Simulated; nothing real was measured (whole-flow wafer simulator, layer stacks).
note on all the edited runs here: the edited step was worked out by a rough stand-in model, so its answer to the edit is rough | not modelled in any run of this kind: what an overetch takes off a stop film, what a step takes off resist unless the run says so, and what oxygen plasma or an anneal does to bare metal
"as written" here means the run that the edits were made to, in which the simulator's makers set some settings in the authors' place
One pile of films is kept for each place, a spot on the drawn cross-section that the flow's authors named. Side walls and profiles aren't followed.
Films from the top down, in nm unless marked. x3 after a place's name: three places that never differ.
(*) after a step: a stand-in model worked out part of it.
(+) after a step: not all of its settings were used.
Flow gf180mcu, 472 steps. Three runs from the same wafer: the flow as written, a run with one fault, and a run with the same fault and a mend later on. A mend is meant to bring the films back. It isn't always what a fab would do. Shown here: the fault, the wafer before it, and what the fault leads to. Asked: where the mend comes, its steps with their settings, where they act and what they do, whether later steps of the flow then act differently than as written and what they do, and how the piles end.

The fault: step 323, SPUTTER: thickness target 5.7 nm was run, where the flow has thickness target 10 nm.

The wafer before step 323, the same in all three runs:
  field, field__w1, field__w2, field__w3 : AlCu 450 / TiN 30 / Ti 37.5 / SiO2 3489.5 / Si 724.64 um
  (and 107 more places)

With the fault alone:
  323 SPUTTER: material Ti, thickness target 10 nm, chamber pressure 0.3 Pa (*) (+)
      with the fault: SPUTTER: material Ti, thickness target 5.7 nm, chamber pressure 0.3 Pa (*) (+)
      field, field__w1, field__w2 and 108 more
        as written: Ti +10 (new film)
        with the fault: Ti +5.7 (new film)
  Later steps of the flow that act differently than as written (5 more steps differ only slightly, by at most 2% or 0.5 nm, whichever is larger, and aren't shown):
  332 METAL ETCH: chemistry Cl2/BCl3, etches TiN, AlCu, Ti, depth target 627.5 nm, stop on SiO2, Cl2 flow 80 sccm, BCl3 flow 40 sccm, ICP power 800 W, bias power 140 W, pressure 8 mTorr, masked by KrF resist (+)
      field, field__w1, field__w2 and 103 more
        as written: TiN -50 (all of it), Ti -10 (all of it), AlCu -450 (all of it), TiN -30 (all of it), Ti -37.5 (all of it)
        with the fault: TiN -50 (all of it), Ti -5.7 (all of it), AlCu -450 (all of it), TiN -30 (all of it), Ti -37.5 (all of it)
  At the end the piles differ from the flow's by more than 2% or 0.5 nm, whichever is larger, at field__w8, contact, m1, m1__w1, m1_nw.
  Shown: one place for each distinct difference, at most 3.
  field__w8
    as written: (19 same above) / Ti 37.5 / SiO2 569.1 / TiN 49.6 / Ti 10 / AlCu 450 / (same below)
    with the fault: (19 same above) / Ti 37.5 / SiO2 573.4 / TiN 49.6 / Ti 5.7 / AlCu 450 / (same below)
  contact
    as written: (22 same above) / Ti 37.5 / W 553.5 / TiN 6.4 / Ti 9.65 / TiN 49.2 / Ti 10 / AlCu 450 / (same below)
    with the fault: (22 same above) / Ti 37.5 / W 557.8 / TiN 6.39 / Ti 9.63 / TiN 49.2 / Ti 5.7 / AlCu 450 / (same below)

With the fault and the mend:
  The mend comes after step 323.
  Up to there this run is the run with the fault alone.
  323a SPUTTER: material Ti, thickness target 4.3 nm, chamber pressure 0.3 Pa (*) (+) (the flow's step 323 once more, with other settings)
      field, field__w1, field__w2 and 108 more
        Ti +4.3
  No later step of the flow acts differently than as written at any place that is followed.
  At the end the piles are the same as the flow's at every place that both follow.
